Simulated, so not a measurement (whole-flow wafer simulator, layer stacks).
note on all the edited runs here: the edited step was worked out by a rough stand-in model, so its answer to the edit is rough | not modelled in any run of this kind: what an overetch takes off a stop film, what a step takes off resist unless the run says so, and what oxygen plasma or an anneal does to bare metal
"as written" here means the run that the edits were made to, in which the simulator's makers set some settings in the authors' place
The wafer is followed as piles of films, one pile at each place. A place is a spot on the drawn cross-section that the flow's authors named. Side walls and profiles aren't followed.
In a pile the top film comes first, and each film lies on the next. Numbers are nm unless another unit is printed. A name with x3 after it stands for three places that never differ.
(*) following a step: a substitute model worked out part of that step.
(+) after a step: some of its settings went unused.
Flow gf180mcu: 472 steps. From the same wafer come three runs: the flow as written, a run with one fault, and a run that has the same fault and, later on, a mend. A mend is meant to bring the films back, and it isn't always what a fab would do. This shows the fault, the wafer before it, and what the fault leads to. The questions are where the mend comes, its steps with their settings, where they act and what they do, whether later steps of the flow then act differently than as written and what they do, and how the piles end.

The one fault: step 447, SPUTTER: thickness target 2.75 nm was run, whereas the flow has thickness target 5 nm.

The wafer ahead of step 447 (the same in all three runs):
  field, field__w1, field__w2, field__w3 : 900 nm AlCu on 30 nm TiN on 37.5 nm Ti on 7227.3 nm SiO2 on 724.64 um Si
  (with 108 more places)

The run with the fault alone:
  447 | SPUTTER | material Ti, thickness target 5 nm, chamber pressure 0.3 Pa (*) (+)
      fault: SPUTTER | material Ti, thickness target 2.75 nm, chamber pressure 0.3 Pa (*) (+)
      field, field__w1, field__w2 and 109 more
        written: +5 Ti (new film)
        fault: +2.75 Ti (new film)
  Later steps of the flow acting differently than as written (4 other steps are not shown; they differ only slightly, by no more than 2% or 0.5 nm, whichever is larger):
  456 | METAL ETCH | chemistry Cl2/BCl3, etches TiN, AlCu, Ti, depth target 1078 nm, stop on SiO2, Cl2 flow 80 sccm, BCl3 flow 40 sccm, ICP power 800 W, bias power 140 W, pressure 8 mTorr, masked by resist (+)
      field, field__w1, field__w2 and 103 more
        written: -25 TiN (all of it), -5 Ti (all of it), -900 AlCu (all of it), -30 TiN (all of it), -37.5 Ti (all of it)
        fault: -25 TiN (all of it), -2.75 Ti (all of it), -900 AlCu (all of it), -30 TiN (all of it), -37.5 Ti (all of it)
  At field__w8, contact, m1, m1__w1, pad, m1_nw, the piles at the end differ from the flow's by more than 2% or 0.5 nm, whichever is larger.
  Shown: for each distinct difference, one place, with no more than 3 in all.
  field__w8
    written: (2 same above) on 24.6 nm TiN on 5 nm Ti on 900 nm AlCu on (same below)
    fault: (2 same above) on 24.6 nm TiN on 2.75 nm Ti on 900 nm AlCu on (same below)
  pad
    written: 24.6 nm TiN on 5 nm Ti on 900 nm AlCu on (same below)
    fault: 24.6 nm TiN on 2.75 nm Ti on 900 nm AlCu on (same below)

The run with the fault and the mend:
  After step 447 comes the mend.
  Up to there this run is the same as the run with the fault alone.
  447a | SPUTTER | material Ti, thickness target 2.25 nm, chamber pressure 0.3 Pa (*) (+) (the flow's step 447 again, with other settings)
      field, field__w1, field__w2 and 109 more
        +2.25 Ti
  Later steps of the flow that are run all act as written at every place that is followed.
  The piles end the same as the flow's at every place that both follow.
